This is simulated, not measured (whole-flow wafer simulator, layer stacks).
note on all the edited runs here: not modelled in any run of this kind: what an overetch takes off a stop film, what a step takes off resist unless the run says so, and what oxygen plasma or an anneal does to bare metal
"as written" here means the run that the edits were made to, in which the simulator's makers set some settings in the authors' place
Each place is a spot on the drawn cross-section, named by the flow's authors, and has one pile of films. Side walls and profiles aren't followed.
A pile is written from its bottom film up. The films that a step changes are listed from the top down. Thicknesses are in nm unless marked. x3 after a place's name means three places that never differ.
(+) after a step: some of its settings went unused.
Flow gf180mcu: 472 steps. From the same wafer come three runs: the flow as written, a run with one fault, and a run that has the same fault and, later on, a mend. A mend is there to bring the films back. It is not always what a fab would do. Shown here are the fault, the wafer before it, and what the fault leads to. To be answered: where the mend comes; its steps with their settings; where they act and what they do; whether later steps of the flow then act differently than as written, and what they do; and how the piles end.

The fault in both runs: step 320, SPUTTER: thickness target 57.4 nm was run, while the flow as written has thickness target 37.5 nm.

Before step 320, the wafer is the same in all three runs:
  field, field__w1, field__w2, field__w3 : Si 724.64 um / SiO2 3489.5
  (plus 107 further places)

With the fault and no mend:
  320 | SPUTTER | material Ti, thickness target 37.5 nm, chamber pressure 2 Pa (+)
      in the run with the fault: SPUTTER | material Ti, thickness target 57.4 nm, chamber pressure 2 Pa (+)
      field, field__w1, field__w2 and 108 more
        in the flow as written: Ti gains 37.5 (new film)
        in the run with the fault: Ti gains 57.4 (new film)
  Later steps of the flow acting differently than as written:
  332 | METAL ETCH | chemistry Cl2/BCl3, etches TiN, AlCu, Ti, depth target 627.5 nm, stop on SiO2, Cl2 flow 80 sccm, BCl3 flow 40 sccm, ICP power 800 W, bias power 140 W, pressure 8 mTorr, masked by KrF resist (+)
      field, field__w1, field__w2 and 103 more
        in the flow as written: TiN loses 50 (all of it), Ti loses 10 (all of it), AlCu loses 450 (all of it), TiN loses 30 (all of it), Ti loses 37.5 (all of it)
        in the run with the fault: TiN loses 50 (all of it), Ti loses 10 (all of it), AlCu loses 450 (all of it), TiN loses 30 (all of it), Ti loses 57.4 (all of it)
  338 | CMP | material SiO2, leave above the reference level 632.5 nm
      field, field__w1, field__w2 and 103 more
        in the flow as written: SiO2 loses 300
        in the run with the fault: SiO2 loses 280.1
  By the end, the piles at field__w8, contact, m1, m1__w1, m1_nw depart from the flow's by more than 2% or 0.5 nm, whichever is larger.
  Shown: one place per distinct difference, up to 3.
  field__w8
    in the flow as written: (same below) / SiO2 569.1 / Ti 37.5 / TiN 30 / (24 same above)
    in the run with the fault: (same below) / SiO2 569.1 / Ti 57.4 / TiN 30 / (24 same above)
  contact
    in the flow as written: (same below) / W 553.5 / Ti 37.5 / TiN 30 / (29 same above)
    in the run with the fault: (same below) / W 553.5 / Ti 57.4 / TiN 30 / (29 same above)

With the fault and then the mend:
  The mend stands after step 320.
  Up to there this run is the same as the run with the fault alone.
  320a | METAL ETCH | chemistry Cl2/BCl3, etches TiN, AlCu, Ti, depth target 19.9 nm, Cl2 flow 80 sccm, BCl3 flow 40 sccm, ICP power 800 W, bias power 140 W, pressure 8 mTorr (a further turn of the flow's step 260, with different settings)
      field, field__w1, field__w2 and 108 more
        Ti loses 19.9
  Every later step of the flow that is run acts as written at every place that is followed.
  By the end, the piles equal the flow's at every place that both follow.
